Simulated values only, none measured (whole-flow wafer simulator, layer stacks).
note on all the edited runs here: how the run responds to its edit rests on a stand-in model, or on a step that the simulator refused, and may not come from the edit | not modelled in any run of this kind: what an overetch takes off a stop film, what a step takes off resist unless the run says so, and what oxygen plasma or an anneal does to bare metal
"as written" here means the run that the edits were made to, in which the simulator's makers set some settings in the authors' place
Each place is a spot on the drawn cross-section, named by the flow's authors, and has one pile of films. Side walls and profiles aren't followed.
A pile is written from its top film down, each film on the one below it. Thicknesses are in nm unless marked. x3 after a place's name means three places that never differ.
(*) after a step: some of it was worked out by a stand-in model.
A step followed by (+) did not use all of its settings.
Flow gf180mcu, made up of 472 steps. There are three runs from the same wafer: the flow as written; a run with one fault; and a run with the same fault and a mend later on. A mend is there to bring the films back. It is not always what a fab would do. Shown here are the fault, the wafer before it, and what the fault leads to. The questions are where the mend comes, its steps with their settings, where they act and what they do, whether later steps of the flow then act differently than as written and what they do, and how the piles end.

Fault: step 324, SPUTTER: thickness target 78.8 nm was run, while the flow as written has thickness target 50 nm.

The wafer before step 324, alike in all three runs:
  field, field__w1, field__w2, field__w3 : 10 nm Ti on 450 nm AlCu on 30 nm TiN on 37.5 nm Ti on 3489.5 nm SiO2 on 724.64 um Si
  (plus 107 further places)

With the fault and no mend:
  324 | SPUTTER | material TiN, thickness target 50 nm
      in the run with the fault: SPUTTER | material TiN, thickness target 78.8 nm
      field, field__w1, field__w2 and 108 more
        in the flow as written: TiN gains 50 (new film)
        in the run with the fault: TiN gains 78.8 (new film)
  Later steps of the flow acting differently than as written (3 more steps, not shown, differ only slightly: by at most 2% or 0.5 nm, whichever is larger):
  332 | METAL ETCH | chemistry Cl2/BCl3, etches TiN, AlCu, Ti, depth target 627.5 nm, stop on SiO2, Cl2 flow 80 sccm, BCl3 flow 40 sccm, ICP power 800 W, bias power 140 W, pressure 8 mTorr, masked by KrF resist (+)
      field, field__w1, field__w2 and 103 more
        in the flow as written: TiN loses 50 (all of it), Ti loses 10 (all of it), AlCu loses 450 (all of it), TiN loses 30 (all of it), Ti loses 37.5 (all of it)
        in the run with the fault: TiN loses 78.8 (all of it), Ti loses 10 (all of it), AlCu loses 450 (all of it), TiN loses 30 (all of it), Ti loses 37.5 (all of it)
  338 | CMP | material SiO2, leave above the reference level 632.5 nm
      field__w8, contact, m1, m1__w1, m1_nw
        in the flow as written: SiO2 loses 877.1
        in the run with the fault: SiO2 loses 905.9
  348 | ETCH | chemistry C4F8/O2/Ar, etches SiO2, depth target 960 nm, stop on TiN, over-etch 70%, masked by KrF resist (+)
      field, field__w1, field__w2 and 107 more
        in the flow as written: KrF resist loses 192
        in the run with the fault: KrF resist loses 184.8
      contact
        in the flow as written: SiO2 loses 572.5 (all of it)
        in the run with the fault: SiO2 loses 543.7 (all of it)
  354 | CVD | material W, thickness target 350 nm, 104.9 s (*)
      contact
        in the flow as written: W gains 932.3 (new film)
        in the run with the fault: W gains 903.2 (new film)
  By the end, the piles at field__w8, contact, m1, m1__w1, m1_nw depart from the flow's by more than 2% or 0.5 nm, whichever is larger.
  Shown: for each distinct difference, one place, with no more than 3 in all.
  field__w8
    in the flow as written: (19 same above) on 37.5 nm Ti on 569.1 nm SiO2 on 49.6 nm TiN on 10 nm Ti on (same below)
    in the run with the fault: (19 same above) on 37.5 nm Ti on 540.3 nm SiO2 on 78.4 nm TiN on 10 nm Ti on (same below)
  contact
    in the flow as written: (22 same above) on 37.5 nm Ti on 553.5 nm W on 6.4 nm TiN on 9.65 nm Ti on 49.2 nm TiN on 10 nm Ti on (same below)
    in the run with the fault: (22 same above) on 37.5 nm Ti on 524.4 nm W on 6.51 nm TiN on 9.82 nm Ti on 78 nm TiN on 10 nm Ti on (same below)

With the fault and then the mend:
  The mend stands after step 331.
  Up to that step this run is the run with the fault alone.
  331a | STRIP | chemistry O2/N2, power 2160 W, pressure 1700 mTorr (*)
      field__w8, contact, m1, m1__w1, m1_nw
        KrF resist loses 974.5 (all of it)
  331b | METAL ETCH | chemistry Cl2/BCl3, etches TiN, AlCu, Ti, depth target 28.8 nm, Cl2 flow 80 sccm, BCl3 flow 40 sccm, ICP power 800 W, bias power 140 W, pressure 8 mTorr (a further turn of the flow's step 260, with different settings)
      field, field__w1, field__w2 and 108 more
        TiN loses 28.8
  331c | HMDS | 120 C, 60 s (a further turn of the flow's step 326)
      alters no film at any place that is followed
  331d | COAT | KrF resist, thickness 1000 nm (a further turn of the flow's step 327)
      field, field__w1, field__w2 and 108 more
        KrF resist gains 1000 (new film)
  331e | SOFTBAKE | KrF resist (a further turn of the flow's step 328)
      alters no film at any place that is followed
  331f | EXPOSE | photomask Metal3 (a further turn of the flow's step 329)
      alters no film at any place that is followed
  331g | PEB | KrF resist, 135 C, 90 s (a further turn of the flow's step 330)
      field, field__w1, field__w2 and 108 more
        KrF resist loses 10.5
  331h | DEVELOP | thickness 1000 nm, 60 s (a further turn of the flow's step 331)
      field, field__w1, field__w2 and 103 more
        KrF resist loses 989.5 (all of it)
      field__w8, contact, m1, m1__w1, m1_nw
        KrF resist loses 14.9
  Later steps of the flow that are run all act as written at every place that is followed.
  By the end, the piles equal the flow's at every place that both follow.
